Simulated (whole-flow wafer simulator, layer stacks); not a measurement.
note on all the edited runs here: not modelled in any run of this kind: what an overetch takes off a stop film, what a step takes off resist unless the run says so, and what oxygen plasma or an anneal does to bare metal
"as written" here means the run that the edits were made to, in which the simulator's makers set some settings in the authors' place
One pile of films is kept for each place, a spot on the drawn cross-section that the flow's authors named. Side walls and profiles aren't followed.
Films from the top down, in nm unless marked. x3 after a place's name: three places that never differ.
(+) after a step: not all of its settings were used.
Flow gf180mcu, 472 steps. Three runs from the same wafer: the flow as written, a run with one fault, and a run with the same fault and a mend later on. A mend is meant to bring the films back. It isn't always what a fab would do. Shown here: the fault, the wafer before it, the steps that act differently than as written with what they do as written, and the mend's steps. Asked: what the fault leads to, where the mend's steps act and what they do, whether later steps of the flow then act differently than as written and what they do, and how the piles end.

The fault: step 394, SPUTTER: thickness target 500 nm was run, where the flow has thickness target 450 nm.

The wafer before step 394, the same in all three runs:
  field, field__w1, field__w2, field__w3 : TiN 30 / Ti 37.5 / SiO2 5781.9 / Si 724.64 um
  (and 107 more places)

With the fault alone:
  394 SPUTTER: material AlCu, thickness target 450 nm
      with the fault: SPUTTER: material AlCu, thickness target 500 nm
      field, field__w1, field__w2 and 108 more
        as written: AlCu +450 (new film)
        with the fault: AlCu +500 (new film)
  Later steps of the flow that act differently than as written (1 more step differs only slightly, by at most 2% or 0.5 nm, whichever is larger, and isn't shown):
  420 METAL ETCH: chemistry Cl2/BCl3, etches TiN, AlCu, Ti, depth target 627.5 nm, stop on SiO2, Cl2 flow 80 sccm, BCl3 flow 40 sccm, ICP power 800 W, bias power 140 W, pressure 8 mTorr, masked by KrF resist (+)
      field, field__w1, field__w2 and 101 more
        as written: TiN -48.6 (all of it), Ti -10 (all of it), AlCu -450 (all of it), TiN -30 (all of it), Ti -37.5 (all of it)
        with the fault: TiN -48.6 (all of it), Ti -10 (all of it), AlCu -500 (all of it), TiN -30 (all of it), Ti -37.5 (all of it)
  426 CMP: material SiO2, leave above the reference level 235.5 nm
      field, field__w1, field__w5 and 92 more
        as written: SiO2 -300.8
        with the fault: SiO2 -250.8
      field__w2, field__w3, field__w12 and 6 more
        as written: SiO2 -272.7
        with the fault: SiO2 -220.4
  At the end the piles differ from the flow's by more than 2% or 0.5 nm, whichever is larger, at field__w4, field__w8, contact, m1, m1__w1, mim, mim_1p0, m1_nw.
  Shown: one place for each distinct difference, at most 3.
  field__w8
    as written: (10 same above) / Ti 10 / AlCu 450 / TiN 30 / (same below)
    with the fault: (10 same above) / Ti 10 / AlCu 500 / TiN 30 / (same below)
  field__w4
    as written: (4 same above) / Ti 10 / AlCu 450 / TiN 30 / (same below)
    with the fault: (4 same above) / Ti 10 / AlCu 500 / TiN 30 / (same below)
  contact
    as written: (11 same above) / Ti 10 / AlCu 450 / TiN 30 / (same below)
    with the fault: (11 same above) / Ti 10 / AlCu 500 / TiN 30 / (same below)

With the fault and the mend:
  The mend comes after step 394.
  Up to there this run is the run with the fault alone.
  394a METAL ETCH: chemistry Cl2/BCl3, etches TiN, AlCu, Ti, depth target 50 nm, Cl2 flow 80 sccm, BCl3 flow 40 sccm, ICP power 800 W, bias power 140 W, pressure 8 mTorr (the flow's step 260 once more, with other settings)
      field, field__w1, field__w2 and 108 more
        AlCu -50
  No later step of the flow acts differently than as written at any place that is followed.
  At the end the piles are the same as the flow's at every place that both follow.
